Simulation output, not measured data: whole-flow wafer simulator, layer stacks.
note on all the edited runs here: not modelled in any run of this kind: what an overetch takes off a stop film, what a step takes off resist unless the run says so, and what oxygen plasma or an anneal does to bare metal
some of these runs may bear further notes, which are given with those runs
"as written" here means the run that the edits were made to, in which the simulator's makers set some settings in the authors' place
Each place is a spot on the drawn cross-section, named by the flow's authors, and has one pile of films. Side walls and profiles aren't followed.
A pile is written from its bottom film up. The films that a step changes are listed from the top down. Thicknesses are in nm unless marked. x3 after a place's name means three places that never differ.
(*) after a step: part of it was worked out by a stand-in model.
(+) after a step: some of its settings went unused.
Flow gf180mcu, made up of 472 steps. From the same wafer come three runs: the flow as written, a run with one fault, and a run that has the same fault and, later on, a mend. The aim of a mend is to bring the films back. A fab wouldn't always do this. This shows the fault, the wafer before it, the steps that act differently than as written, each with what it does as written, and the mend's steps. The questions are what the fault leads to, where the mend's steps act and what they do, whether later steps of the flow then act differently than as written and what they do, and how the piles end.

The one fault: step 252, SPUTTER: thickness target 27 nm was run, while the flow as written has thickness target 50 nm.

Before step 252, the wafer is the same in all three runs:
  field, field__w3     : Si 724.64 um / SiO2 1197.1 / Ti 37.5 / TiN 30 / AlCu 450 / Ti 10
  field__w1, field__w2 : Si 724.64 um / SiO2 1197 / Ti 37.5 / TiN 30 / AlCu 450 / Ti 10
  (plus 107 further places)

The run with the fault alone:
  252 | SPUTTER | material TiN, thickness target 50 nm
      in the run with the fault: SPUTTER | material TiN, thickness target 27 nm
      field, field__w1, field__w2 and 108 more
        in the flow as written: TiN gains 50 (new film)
        in the run with the fault: TiN gains 27 (new film)
  Steps later in the flow that act otherwise than as written (not shown: 2 more steps that differ only slightly, by at most 2% or 0.5 nm, whichever is larger):
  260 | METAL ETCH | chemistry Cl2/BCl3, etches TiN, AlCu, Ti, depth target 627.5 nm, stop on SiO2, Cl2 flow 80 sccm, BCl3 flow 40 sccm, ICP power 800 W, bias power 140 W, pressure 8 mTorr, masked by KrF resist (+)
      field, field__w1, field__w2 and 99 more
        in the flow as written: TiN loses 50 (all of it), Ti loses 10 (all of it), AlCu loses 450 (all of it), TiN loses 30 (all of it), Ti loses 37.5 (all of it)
        in the run with the fault: TiN loses 27 (all of it), Ti loses 10 (all of it), AlCu loses 450 (all of it), TiN loses 30 (all of it), Ti loses 37.5 (all of it)
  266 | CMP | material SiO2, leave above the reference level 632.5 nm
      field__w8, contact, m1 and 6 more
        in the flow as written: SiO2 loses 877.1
        in the run with the fault: SiO2 loses 854.1
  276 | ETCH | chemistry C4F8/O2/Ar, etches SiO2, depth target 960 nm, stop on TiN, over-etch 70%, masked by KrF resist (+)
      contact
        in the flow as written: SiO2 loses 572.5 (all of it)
        in the run with the fault: SiO2 loses 595.5 (all of it)
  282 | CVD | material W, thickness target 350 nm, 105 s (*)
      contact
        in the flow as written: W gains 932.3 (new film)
        in the run with the fault: W gains 955.5 (new film)
  At field__w8, contact, m1 and 6 more, the piles at the end differ from the flow's by more than 2% or 0.5 nm, whichever is larger.
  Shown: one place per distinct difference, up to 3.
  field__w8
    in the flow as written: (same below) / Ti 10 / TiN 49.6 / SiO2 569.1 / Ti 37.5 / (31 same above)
    in the run with the fault: (same below) / Ti 10 / TiN 26.6 / SiO2 592.1 / Ti 37.5 / (31 same above)
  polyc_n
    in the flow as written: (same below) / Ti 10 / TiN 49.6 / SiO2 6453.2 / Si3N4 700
    in the run with the fault: (same below) / Ti 10 / TiN 26.6 / SiO2 6476.2 / Si3N4 700
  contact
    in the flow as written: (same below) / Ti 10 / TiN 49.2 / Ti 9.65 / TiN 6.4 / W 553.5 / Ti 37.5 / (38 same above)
    in the run with the fault: (same below) / Ti 10 / TiN 26.2 / Ti 9.52 / TiN 6.32 / W 576.7 / Ti 37.5 / (38 same above)

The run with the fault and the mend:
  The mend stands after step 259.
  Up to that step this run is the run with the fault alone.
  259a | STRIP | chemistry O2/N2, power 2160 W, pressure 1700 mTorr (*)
      field__w8, contact, m1 and 6 more
        KrF resist loses 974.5 (all of it)
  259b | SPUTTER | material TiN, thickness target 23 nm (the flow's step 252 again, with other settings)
      field, field__w1, field__w2 and 108 more
        TiN gains 23
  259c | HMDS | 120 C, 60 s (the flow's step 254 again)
      does not change any film at any place that is followed
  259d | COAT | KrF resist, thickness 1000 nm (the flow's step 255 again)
      field, field__w1, field__w2 and 108 more
        KrF resist gains 1000 (new film)
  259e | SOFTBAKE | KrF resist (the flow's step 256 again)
      does not change any film at any place that is followed
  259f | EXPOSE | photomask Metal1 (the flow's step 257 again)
      does not change any film at any place that is followed
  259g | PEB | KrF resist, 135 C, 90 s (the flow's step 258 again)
      field, field__w1, field__w2 and 108 more
        KrF resist loses 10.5
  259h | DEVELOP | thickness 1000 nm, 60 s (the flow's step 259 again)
      field, field__w1, field__w2 and 99 more
        KrF resist loses 989.5 (all of it)
      field__w8, contact, m1 and 6 more
        KrF resist loses 14.9
  None of the later steps of the flow acts differently than as written at any place that is followed.
  At every place that both follow, the piles at the end match the flow's.
